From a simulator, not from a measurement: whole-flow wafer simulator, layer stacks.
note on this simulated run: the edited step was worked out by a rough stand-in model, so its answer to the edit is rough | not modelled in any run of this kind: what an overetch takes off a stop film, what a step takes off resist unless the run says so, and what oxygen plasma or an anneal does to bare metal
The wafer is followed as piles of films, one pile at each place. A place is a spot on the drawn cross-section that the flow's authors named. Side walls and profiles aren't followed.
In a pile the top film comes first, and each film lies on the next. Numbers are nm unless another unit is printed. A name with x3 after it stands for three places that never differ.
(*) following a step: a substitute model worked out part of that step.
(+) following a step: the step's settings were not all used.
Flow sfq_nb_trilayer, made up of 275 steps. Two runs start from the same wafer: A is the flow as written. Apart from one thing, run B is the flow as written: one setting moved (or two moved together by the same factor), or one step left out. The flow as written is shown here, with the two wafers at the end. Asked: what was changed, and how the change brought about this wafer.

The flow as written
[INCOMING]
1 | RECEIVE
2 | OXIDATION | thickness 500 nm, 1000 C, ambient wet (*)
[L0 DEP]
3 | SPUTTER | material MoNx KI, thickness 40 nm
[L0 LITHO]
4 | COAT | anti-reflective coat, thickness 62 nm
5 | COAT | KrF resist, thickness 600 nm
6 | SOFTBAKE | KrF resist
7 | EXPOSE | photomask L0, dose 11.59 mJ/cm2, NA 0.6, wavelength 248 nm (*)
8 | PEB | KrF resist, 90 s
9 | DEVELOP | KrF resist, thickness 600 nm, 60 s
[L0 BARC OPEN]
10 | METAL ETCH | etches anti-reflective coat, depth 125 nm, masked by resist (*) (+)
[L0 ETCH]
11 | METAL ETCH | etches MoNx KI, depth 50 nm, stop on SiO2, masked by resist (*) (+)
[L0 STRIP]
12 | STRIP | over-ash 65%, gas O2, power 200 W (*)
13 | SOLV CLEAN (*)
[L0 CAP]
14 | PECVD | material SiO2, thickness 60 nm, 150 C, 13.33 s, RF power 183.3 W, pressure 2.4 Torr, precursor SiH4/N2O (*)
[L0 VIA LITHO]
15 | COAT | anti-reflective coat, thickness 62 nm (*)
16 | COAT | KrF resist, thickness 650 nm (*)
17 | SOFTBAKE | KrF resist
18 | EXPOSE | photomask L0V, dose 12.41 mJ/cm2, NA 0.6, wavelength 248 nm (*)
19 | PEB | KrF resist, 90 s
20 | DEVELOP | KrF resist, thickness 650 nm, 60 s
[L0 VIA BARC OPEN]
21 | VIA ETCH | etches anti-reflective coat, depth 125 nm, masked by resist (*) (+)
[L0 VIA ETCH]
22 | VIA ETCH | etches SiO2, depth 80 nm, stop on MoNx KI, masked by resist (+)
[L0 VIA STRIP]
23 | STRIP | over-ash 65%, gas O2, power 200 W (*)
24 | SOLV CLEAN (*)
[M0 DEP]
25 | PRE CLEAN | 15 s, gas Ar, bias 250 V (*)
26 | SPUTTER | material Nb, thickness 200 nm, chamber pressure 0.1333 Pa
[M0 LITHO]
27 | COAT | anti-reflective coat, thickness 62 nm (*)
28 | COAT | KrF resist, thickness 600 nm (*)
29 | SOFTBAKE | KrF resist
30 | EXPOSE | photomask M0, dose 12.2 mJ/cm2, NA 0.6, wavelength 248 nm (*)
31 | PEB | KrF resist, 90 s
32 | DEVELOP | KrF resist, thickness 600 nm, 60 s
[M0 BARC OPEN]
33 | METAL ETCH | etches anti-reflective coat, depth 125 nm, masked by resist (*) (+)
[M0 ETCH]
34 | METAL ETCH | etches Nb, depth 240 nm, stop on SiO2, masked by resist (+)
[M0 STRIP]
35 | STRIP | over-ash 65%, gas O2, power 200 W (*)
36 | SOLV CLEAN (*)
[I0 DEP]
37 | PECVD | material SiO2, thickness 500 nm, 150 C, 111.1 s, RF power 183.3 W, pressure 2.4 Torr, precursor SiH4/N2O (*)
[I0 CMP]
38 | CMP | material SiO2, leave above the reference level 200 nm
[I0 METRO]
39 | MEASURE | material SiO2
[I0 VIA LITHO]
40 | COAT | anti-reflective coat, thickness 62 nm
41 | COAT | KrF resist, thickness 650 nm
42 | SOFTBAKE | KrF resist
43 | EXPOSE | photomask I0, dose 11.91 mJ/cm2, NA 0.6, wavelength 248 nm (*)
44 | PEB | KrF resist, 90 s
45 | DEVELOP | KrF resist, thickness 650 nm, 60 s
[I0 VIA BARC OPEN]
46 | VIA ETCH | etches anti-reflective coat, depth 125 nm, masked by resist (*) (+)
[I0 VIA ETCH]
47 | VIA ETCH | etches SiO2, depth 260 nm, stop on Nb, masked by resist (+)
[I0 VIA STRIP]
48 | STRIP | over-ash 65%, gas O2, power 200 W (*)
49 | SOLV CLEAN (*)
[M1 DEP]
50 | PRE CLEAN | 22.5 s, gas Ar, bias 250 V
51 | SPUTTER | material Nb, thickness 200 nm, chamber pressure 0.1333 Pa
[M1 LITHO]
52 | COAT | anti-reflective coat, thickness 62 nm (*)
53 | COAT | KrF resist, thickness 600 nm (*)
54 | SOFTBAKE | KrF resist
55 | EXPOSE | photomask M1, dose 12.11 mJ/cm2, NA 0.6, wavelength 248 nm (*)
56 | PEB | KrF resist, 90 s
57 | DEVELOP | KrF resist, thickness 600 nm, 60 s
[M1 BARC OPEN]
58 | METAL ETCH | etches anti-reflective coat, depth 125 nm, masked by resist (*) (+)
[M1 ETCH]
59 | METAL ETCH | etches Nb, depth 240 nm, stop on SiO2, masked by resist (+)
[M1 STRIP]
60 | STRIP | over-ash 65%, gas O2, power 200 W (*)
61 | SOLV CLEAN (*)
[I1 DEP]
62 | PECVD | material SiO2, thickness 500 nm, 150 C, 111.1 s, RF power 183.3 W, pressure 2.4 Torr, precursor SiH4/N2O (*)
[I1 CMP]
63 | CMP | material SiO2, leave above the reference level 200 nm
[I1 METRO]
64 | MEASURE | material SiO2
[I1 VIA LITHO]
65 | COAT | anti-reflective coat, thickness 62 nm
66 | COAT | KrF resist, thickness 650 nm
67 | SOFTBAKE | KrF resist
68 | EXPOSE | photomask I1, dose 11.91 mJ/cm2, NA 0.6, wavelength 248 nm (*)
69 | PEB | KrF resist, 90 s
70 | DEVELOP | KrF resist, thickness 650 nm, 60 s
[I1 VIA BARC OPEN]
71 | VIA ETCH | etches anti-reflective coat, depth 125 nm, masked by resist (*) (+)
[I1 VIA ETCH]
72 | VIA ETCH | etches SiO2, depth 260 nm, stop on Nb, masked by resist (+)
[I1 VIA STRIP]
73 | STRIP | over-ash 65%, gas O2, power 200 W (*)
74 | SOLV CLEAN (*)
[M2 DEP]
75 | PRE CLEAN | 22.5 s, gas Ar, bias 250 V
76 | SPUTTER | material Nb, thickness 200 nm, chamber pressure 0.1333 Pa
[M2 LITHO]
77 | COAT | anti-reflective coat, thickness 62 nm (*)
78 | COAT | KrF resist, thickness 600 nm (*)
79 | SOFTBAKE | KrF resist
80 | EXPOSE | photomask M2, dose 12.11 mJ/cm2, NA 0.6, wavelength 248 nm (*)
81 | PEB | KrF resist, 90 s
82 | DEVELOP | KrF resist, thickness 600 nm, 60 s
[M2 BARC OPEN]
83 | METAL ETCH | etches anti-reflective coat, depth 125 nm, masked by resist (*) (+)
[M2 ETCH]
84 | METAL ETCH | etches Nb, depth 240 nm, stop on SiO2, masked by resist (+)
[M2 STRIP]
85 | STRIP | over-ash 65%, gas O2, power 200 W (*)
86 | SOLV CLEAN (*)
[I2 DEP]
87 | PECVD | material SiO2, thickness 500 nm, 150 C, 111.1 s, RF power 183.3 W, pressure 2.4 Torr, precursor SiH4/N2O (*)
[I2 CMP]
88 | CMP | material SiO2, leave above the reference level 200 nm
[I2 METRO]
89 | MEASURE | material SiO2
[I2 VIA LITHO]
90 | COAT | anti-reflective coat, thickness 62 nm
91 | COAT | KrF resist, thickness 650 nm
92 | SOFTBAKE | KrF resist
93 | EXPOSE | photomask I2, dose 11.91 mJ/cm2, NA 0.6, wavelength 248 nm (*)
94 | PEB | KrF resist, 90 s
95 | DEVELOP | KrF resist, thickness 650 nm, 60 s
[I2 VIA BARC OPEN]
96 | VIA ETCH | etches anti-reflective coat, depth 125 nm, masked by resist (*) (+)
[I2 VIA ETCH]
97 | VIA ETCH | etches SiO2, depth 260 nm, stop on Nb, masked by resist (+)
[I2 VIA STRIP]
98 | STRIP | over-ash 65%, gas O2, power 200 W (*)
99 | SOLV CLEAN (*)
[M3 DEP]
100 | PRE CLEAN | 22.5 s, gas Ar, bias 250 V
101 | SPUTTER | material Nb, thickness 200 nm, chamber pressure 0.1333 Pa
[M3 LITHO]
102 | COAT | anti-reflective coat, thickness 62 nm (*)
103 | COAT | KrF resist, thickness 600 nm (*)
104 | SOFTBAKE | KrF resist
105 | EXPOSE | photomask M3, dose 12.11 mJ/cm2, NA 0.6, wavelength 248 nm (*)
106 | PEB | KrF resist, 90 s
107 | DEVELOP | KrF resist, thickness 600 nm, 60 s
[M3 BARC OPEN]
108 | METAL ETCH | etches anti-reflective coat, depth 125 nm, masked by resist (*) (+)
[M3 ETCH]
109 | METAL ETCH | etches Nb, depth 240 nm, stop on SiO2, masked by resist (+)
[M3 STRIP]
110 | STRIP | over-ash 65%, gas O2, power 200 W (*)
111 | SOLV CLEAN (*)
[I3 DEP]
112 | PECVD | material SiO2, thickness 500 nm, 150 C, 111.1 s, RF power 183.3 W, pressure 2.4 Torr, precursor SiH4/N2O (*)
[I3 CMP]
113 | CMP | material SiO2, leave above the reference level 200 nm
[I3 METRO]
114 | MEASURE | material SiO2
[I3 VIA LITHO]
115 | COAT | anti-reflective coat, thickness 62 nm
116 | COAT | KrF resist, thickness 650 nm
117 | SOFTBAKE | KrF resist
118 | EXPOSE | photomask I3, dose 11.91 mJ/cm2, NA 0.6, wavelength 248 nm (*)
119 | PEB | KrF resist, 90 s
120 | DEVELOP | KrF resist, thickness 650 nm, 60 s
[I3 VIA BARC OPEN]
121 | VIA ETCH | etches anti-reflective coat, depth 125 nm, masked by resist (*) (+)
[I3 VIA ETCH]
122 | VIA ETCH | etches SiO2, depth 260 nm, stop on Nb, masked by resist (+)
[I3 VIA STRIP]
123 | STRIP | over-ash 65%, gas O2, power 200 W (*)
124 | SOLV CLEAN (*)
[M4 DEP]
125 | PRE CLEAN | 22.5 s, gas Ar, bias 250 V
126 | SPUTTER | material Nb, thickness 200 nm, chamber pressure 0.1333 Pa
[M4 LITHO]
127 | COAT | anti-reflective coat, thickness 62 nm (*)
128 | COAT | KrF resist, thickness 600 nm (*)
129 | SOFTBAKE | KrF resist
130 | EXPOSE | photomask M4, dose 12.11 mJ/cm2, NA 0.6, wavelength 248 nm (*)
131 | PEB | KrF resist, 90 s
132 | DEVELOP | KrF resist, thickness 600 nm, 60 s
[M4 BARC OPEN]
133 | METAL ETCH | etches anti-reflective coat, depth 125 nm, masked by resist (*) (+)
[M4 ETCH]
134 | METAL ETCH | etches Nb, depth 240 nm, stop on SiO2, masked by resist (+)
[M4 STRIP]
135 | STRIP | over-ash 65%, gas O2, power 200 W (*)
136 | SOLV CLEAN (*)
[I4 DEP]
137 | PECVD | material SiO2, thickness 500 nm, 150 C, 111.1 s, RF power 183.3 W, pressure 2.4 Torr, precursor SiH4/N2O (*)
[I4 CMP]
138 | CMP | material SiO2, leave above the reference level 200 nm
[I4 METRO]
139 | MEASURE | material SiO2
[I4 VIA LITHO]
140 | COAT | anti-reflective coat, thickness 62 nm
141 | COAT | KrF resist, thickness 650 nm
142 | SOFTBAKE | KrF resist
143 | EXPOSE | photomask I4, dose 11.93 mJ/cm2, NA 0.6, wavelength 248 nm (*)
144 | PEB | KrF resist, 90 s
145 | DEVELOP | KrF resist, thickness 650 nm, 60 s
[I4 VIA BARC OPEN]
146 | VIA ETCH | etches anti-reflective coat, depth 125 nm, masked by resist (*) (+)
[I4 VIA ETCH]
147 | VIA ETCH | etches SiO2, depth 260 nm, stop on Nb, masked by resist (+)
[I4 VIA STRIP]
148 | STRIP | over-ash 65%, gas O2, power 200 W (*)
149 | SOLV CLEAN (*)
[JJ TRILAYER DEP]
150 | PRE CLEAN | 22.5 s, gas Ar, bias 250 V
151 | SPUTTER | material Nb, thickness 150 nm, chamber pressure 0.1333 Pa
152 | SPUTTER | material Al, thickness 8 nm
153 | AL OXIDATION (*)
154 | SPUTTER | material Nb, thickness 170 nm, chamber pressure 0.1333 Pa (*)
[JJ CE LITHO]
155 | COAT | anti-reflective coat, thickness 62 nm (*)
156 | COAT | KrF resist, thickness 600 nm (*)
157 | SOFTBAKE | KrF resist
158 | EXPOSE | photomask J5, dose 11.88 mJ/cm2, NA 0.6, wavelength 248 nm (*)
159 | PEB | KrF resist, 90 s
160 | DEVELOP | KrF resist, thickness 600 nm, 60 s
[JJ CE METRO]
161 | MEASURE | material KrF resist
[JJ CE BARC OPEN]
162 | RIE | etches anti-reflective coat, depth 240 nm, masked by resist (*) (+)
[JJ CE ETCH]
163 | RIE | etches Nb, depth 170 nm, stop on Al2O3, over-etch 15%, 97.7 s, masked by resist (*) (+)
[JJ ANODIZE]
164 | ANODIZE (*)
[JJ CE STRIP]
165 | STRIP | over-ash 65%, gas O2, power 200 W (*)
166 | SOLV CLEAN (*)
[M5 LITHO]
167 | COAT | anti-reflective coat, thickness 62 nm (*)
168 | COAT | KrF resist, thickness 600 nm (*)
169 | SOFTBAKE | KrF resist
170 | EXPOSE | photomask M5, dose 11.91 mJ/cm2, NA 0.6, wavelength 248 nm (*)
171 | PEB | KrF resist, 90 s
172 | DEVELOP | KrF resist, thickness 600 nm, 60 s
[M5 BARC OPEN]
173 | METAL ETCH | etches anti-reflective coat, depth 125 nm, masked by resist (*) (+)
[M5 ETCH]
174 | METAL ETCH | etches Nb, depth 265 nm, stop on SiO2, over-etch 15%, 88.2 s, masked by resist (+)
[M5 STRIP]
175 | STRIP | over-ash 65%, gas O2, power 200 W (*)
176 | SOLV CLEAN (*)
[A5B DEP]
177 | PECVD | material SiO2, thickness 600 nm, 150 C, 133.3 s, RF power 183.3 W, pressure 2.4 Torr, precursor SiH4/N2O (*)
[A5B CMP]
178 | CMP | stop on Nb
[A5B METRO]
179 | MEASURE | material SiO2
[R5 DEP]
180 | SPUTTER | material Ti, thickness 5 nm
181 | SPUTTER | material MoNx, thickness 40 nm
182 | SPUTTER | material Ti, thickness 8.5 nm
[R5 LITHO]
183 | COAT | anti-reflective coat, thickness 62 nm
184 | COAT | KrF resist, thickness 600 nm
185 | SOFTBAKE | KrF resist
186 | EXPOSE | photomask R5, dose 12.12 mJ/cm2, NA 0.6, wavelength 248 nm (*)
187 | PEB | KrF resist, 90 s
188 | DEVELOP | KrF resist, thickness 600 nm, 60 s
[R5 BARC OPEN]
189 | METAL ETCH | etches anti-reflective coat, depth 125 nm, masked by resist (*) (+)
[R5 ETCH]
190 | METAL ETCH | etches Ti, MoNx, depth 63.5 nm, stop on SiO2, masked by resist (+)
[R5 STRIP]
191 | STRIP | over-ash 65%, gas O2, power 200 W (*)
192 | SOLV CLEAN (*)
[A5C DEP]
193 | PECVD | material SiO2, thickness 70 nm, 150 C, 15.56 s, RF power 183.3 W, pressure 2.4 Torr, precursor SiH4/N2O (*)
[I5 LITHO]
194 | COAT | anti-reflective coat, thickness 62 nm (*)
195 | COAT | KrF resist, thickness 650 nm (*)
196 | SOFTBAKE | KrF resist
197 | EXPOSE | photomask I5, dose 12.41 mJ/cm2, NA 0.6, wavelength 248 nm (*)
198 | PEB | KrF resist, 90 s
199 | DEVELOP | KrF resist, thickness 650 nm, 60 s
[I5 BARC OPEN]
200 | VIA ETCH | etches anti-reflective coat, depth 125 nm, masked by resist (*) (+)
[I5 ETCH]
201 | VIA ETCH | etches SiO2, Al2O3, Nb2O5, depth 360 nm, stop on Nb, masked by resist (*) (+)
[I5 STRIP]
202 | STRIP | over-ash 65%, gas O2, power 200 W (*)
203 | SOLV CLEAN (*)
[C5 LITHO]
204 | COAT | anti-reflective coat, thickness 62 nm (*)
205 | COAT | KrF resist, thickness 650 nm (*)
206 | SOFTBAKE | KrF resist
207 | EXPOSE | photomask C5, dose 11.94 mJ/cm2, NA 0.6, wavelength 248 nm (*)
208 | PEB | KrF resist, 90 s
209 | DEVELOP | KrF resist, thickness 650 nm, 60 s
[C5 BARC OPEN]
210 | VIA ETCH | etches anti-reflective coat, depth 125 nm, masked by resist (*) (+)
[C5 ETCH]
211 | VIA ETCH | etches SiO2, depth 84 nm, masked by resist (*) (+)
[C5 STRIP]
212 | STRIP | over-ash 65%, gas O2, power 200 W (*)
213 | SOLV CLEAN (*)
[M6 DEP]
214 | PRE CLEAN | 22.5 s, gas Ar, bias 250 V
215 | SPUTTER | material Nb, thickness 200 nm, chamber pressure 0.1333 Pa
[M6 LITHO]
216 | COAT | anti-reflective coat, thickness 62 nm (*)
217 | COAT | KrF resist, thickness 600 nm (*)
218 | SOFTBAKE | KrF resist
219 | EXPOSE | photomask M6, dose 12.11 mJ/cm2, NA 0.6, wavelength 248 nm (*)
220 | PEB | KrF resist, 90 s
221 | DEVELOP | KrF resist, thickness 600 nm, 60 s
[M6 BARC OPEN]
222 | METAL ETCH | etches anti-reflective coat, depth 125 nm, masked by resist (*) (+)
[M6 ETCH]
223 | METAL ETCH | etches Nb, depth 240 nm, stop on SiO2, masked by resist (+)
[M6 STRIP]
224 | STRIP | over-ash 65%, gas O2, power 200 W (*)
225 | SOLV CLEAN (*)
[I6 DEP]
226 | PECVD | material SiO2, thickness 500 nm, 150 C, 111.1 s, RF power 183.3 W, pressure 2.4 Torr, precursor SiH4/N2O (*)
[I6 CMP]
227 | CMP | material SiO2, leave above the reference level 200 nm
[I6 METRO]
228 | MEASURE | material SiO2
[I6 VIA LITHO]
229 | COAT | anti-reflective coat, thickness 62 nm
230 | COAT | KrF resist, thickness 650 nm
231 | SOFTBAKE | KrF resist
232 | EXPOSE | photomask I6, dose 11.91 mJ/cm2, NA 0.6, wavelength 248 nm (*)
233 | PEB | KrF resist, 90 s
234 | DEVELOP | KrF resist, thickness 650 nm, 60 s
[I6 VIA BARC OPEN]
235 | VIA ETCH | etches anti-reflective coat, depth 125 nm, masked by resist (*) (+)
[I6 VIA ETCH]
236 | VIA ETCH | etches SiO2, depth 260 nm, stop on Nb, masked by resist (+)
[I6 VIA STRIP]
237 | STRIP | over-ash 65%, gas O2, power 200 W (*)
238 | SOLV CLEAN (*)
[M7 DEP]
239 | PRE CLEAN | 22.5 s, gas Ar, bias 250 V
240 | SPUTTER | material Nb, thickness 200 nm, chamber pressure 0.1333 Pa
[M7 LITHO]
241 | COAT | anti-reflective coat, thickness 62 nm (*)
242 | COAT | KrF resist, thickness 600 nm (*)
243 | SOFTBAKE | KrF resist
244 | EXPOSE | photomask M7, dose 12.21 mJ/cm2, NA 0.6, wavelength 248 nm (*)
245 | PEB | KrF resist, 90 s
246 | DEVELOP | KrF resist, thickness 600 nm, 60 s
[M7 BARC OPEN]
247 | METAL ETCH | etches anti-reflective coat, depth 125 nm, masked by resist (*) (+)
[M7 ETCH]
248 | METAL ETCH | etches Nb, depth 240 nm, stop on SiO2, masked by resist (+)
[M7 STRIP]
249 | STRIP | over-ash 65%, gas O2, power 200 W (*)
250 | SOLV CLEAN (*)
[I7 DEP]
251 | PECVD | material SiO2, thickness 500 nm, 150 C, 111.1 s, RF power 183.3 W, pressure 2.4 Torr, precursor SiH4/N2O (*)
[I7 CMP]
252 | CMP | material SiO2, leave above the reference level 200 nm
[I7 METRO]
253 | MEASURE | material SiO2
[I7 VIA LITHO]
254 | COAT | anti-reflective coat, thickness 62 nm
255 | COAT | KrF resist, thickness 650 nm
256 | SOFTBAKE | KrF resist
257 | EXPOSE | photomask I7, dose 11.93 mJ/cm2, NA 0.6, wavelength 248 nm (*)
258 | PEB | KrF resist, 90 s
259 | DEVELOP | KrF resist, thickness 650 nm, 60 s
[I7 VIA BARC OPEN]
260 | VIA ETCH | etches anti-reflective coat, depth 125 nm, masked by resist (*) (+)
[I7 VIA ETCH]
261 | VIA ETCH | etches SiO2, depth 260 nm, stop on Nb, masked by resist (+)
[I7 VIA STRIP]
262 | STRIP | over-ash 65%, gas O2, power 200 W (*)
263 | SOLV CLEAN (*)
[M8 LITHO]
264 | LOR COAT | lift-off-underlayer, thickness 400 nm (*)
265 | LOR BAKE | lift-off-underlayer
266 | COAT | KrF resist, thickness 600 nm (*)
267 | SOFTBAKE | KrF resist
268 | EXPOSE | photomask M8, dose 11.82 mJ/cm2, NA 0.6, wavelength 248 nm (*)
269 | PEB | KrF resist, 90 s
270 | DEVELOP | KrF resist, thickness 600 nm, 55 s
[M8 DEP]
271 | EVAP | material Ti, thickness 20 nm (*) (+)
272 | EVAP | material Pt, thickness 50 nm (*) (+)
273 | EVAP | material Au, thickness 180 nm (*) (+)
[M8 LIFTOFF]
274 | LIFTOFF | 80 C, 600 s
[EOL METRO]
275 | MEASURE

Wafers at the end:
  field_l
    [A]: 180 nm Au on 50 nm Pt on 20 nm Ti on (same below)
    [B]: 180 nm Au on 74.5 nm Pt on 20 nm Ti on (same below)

The reason: step 272, EVAP: thickness 74.5 nm was run, whereas the flow has thickness 50 nm.
One can read it off the wafer: field_l has Pt 74.5, and step 272 as written asks for 50 nm.

Step by step, how the change led to this:
  272 | EVAP | material Pt, thickness 50 nm (*) (+)
      field_l, v_sur, via_wl and 103 more: A Pt gains 50 (new film) | B Pt gains 74.5 (new film)
  274 | LIFTOFF | 80 C, 600 s
      p4_fl x3, p4_w1 x3, p4_g1 x2 and 66 more: A Au loses 180 (all of it), Pt loses 50 (all of it), Ti loses 20 (all of it), KrF resist loses 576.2 (all of it), lift-off-underlayer loses 400 (all of it) | B Au loses 180 (all of it), Pt loses 74.5 (all of it), Ti loses 20 (all of it), KrF resist loses 576.2 (all of it), lift-off-underlayer loses 400 (all of it)
      c5j, ce_r: A Au loses 180 (all of it), Pt loses 50 (all of it), Ti loses 20 (all of it), KrF resist loses 573.3 (all of it), lift-off-underlayer loses 399.3 (all of it) | B Au loses 180 (all of it), Pt loses 74.5 (all of it), Ti loses 20 (all of it), KrF resist loses 573.3 (all of it), lift-off-underlayer loses 399.3 (all of it)
      (and at 19 other places as well)
